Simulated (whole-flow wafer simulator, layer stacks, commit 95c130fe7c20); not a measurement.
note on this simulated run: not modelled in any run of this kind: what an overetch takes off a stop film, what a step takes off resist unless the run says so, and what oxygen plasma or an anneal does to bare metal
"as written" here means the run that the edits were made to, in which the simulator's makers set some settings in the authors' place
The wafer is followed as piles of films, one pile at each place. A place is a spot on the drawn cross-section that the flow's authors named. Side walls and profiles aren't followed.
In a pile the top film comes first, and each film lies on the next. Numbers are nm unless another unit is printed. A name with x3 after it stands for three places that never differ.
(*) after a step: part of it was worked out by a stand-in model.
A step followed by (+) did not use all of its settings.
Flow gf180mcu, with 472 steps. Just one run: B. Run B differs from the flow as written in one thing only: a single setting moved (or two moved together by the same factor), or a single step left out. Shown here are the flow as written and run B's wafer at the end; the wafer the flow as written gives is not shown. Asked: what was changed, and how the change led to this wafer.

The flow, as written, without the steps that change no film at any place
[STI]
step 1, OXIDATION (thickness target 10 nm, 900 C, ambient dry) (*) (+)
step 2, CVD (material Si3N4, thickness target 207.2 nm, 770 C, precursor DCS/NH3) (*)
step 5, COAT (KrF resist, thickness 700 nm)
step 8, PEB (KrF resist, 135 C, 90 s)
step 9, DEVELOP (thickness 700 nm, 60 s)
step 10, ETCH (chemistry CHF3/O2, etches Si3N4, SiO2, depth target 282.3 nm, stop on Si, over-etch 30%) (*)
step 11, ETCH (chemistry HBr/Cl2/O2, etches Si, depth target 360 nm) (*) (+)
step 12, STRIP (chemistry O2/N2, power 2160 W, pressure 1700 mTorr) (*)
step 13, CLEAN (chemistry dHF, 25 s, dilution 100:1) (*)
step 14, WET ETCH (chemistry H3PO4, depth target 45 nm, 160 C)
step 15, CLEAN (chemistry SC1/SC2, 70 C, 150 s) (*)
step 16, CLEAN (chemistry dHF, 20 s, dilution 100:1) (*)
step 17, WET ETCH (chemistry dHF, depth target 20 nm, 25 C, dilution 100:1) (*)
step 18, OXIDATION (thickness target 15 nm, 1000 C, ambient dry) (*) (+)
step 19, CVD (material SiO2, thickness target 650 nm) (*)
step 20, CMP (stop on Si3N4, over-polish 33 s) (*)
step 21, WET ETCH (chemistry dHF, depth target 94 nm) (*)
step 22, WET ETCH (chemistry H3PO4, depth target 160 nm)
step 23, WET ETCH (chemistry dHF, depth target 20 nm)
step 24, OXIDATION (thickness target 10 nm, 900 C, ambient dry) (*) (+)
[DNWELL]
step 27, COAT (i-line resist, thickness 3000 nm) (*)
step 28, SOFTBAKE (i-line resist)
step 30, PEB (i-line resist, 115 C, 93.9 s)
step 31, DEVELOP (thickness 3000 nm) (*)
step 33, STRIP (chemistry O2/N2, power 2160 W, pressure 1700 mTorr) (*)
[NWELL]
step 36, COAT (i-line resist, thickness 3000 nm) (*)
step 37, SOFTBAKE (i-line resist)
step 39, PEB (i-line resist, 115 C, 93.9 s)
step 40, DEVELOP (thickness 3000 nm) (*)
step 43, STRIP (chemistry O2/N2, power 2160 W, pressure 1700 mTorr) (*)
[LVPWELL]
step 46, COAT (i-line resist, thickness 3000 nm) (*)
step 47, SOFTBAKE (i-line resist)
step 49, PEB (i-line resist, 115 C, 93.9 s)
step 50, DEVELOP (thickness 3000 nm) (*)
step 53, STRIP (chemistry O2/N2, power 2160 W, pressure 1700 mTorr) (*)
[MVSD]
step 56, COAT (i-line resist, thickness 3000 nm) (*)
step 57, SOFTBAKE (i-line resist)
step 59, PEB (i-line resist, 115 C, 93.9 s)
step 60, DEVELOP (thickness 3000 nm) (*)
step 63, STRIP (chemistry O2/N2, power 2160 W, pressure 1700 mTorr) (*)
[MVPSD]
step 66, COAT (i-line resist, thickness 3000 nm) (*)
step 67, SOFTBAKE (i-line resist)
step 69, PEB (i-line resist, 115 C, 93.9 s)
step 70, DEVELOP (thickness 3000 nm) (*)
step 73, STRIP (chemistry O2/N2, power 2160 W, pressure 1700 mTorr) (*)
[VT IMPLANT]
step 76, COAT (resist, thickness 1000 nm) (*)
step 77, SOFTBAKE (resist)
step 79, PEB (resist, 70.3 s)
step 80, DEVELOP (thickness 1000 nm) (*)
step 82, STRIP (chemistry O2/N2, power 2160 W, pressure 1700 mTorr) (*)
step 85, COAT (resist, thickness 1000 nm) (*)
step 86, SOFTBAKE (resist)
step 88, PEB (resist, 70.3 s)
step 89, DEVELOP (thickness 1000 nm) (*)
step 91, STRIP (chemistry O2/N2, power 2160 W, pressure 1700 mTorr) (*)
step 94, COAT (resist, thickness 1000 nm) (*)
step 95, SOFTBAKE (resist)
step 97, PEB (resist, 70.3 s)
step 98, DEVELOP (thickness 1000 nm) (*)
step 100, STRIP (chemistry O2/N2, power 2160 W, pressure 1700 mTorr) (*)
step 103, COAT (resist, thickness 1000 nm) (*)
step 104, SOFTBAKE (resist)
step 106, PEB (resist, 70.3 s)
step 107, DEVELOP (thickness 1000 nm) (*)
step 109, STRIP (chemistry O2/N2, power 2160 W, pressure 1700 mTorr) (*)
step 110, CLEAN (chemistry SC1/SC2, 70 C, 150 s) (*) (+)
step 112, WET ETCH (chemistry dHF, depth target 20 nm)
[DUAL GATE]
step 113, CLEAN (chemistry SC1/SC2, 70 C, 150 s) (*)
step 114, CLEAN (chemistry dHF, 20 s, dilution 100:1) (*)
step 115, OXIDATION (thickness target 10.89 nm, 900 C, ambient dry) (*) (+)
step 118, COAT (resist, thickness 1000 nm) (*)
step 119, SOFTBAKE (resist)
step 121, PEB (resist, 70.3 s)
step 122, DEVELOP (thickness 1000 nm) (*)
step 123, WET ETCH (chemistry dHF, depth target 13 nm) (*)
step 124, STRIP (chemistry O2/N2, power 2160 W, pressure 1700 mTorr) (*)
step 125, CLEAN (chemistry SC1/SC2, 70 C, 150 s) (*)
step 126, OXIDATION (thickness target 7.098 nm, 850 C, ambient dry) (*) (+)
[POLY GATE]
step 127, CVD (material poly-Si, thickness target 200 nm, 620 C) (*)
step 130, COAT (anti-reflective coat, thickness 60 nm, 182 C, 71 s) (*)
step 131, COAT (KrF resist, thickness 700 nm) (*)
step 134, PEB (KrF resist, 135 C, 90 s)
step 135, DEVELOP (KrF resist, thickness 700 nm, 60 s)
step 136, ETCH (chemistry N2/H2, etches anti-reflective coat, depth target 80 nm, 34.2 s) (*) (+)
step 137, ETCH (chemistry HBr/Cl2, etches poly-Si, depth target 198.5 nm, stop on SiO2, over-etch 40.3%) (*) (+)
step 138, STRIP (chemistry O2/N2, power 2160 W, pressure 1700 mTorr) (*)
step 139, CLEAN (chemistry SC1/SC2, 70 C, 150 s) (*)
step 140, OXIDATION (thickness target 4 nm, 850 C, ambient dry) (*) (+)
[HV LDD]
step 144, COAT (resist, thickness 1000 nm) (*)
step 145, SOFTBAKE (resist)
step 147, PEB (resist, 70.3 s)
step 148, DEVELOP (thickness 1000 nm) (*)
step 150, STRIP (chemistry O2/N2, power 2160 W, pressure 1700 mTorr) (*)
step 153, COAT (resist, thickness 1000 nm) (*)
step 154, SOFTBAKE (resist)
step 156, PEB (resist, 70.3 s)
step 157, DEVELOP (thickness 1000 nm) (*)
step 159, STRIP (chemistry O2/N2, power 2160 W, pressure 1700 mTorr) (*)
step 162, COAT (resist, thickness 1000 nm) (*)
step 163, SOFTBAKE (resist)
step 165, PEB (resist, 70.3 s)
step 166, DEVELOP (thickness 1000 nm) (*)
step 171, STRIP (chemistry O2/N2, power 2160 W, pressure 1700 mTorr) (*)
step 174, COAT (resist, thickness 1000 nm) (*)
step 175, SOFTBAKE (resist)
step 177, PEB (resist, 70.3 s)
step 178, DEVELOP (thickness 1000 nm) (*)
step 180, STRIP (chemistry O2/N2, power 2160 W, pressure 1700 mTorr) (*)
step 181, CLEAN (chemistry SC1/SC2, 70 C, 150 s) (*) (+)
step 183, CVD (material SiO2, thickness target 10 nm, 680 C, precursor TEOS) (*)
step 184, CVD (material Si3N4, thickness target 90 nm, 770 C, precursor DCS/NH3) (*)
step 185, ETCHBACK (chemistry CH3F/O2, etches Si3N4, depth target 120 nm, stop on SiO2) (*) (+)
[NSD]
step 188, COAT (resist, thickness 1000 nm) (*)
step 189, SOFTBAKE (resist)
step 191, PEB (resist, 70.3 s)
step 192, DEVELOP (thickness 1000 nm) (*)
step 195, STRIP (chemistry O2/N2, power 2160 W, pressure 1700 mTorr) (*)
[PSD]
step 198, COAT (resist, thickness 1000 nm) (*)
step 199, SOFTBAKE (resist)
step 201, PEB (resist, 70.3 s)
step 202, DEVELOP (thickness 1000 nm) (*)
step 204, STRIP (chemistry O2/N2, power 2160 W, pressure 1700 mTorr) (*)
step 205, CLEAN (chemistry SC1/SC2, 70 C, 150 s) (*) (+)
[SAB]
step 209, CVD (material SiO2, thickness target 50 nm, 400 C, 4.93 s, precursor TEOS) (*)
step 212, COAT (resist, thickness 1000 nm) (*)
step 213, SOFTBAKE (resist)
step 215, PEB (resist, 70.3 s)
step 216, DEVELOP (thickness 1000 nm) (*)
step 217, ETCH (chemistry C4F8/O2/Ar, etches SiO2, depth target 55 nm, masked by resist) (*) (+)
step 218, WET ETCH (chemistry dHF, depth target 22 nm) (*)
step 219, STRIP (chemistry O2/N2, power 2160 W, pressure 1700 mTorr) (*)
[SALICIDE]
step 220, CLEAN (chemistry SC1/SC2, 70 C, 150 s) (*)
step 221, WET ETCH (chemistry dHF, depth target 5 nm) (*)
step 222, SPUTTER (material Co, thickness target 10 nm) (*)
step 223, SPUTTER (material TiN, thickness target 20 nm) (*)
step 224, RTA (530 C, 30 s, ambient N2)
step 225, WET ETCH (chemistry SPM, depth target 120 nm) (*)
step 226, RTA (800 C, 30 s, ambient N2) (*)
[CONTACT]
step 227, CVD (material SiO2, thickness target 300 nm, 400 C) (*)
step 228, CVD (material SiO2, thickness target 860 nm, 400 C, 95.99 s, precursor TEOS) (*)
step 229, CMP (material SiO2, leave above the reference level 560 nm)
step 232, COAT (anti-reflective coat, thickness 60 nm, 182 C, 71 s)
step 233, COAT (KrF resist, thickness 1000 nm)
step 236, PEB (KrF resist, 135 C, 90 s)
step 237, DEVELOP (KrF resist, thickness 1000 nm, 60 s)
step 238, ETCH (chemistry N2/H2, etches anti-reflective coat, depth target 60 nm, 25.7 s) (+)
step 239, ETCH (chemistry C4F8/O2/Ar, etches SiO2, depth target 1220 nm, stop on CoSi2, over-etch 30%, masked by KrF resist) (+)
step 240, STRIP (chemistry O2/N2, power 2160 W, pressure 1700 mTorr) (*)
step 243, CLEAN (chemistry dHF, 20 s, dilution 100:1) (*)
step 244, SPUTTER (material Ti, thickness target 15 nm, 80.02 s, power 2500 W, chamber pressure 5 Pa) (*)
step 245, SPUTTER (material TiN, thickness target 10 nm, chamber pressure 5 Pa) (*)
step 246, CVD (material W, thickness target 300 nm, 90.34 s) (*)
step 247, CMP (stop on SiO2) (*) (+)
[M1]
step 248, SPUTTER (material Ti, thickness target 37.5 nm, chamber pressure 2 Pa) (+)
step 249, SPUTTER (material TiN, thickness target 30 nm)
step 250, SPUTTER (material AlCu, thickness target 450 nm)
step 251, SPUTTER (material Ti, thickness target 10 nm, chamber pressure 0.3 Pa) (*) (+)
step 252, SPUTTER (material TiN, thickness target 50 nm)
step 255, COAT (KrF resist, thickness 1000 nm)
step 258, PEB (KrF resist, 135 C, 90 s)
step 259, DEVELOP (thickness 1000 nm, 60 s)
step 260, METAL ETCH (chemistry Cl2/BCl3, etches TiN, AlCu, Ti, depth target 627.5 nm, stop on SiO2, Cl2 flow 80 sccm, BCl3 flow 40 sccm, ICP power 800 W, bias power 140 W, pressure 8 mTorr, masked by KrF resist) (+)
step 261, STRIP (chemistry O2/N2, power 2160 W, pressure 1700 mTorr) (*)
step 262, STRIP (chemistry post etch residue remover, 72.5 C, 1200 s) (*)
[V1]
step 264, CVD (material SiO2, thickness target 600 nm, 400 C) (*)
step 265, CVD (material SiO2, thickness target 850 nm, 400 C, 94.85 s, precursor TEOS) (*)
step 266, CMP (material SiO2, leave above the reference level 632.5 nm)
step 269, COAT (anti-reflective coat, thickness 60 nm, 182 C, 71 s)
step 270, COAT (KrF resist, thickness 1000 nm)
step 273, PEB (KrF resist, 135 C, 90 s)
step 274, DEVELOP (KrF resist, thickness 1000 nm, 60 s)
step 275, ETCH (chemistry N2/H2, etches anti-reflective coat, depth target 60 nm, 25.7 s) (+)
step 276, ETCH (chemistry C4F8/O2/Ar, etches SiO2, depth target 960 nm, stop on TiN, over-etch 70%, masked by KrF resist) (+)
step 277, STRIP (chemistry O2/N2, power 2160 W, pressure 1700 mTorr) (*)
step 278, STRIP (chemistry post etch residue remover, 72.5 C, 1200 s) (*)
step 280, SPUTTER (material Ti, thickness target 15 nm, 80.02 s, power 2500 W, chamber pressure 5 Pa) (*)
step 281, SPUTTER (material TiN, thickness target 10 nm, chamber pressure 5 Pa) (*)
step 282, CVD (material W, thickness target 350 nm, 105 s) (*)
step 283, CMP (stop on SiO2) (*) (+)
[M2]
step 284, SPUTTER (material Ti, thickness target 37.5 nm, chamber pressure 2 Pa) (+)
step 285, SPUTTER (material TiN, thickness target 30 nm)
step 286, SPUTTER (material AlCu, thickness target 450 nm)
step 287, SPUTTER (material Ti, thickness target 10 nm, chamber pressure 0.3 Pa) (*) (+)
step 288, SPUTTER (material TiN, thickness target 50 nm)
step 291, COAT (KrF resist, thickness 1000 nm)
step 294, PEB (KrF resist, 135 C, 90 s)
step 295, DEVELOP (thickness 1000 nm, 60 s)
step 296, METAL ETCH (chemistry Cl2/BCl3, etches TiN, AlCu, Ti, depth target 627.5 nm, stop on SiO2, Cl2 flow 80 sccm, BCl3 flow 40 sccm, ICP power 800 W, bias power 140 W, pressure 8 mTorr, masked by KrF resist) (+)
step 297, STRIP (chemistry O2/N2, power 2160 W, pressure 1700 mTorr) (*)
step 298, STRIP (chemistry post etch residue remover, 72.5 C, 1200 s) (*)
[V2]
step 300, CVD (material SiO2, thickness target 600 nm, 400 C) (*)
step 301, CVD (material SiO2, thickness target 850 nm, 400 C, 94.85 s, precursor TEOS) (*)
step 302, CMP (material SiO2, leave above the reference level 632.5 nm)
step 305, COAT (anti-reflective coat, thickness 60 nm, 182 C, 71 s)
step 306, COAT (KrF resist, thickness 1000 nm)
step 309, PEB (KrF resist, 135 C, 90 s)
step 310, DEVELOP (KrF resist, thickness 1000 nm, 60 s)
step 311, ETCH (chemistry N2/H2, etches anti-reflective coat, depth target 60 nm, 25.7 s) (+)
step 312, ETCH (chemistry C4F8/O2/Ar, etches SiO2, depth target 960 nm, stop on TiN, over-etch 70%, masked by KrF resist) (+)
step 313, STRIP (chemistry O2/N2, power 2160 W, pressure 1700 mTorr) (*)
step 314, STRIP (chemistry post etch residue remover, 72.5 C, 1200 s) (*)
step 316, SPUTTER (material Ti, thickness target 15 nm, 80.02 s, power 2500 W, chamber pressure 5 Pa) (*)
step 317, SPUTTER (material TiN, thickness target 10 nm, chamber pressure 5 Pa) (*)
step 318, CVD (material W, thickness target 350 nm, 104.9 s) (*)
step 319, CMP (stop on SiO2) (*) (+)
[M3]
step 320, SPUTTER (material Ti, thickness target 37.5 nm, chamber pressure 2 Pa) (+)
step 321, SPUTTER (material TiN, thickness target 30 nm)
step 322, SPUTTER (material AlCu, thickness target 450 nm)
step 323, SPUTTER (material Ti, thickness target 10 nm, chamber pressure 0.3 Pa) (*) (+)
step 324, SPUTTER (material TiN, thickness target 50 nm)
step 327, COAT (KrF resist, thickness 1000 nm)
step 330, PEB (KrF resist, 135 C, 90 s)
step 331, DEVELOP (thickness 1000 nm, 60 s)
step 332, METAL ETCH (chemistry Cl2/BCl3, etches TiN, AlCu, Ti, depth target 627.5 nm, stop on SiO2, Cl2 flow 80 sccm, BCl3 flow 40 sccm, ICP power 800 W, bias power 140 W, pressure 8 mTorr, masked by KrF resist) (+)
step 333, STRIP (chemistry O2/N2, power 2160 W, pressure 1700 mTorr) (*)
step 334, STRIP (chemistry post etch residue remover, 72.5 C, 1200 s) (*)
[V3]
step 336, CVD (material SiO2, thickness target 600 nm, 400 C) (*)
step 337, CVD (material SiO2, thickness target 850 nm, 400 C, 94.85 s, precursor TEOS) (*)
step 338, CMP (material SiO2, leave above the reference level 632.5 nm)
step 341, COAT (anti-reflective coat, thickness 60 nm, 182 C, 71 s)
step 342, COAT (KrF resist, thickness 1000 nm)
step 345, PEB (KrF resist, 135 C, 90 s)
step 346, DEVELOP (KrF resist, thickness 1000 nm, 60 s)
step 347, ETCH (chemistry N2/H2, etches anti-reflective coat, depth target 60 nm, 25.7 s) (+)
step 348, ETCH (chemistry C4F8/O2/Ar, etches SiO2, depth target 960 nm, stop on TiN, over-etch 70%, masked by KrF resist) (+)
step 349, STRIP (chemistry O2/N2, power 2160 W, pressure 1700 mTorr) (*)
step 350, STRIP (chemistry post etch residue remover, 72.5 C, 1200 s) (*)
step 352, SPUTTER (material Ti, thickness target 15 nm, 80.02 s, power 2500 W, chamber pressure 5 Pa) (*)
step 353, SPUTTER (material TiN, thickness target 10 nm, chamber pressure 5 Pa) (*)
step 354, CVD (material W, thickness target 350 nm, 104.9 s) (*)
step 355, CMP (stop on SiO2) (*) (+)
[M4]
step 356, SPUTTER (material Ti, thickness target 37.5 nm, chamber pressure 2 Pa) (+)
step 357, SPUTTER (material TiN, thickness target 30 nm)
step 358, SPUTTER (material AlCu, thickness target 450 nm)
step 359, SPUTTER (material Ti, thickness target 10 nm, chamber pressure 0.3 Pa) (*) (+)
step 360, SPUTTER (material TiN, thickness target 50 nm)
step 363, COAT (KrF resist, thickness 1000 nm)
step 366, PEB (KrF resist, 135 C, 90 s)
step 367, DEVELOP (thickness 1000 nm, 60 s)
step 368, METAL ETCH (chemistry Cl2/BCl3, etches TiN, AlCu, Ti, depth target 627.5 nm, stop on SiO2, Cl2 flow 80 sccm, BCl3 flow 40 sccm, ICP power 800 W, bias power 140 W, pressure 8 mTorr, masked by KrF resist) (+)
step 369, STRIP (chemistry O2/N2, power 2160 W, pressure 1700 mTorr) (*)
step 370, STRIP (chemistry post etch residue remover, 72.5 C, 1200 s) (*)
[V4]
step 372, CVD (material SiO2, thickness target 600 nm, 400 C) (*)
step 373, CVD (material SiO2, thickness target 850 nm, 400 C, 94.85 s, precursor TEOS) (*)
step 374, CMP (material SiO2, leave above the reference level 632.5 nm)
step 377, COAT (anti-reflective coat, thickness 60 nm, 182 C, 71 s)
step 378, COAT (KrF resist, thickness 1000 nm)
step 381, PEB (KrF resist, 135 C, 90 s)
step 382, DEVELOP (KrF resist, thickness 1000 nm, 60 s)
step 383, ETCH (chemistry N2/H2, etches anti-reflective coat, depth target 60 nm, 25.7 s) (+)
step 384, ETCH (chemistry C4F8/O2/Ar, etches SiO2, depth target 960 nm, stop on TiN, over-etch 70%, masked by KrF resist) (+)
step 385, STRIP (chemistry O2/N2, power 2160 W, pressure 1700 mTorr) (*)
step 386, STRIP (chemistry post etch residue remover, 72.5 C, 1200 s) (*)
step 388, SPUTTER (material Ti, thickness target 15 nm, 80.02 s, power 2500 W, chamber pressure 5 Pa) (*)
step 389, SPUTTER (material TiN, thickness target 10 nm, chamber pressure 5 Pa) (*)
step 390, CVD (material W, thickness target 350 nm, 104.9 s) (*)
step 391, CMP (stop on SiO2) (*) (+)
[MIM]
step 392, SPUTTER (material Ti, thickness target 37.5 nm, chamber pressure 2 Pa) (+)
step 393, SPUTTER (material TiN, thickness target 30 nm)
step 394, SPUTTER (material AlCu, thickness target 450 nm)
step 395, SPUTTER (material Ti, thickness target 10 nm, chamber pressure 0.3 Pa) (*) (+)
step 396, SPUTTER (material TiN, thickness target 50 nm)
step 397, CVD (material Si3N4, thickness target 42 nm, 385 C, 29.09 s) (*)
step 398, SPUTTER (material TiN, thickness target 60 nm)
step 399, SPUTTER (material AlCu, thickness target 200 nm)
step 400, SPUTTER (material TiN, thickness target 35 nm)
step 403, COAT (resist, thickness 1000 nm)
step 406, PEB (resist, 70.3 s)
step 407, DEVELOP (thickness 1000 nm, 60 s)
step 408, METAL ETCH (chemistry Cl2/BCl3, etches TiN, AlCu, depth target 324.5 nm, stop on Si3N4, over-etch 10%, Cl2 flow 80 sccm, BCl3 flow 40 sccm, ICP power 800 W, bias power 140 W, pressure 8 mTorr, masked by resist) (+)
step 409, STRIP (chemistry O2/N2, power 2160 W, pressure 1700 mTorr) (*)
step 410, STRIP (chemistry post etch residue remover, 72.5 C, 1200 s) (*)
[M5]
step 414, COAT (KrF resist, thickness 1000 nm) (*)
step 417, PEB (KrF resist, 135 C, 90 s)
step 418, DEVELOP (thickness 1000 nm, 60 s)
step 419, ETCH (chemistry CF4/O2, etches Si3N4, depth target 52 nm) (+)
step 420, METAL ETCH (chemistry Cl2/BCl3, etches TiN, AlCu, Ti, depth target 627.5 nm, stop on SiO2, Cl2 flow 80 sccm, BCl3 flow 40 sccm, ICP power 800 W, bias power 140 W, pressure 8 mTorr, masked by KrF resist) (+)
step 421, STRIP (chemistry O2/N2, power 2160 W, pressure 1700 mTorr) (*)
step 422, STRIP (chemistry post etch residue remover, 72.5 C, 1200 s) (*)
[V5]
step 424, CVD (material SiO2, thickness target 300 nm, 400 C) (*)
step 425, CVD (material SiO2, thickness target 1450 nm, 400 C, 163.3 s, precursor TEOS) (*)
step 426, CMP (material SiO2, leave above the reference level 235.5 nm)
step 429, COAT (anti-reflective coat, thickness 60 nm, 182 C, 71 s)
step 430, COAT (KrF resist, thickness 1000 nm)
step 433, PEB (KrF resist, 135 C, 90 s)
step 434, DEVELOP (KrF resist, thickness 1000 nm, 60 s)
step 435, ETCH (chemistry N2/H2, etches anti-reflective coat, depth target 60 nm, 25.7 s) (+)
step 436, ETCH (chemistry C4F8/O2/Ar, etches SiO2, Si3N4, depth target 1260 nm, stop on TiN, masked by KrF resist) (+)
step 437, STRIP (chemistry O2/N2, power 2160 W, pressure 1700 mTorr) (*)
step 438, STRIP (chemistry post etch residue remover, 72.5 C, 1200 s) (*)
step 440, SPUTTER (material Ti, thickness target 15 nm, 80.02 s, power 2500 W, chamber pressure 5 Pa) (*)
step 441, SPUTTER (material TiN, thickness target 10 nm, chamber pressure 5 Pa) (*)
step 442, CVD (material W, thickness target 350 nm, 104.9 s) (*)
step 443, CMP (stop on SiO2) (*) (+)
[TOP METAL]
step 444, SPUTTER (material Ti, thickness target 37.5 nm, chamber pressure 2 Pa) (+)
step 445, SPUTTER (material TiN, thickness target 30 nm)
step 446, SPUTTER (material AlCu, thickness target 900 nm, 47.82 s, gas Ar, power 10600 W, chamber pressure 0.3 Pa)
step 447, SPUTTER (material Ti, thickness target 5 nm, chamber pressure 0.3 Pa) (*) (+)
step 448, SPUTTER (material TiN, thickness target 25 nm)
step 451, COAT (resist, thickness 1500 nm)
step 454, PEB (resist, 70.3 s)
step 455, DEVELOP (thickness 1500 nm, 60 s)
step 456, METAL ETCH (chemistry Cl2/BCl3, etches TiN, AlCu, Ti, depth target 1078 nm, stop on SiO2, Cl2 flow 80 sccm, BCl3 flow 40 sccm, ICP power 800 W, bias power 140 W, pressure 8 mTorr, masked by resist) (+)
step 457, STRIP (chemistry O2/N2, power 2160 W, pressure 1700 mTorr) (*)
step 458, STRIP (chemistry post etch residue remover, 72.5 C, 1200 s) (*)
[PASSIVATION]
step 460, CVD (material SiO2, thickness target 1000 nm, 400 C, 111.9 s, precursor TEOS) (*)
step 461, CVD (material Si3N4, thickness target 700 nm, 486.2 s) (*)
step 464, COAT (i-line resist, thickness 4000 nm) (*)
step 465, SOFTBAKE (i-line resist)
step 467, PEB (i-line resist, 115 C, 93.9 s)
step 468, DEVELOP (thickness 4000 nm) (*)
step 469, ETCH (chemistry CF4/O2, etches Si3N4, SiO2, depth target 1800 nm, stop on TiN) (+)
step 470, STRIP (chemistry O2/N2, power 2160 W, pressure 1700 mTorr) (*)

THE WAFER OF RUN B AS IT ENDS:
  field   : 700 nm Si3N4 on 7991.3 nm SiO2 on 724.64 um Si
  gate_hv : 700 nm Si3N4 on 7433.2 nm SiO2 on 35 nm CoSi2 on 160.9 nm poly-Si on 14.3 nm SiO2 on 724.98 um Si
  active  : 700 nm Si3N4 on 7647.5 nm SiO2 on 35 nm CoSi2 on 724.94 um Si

The reason: step 358, SPUTTER: thickness target 214 nm was run, though the flow has thickness target 450 nm.

Step by step, how the change led to this:
  step 358, SPUTTER (material AlCu, thickness target 450 nm)
      field, field__w1, field__w2 and 108 more: AlCu gains 214 (new film) (as written it would have been: AlCu gains 450 (new film))
  step 368, METAL ETCH (chemistry Cl2/BCl3, etches TiN, AlCu, Ti, depth target 627.5 nm, stop on SiO2, Cl2 flow 80 sccm, BCl3 flow 40 sccm, ICP power 800 W, bias power 140 W, pressure 8 mTorr, masked by KrF resist) (+)
      field, field__w1, field__w2 and 103 more: TiN loses 50 (all of it), Ti loses 10 (all of it), AlCu loses 214 (all of it), TiN loses 30 (all of it), Ti loses 37.5 (all of it) (as written it would have been: TiN loses 50 (all of it), Ti loses 10 (all of it), AlCu loses 450 (all of it), TiN loses 30 (all of it), Ti loses 37.5 (all of it))
      field__w8, contact, m1, m1__w1, m1_nw: KrF resist loses 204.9 (as written it would have been: KrF resist loses 251)
  step 369, STRIP (chemistry O2/N2, power 2160 W, pressure 1700 mTorr) (*)
      field__w8, contact, m1, m1__w1, m1_nw: KrF resist loses 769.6 (all of it) (as written it would have been: KrF resist loses 723.5 (all of it))
  step 374, CMP (material SiO2, leave above the reference level 632.5 nm)
      field, field__w1, field__w2 and 103 more: SiO2 loses 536 (as written it would have been: SiO2 loses 300)
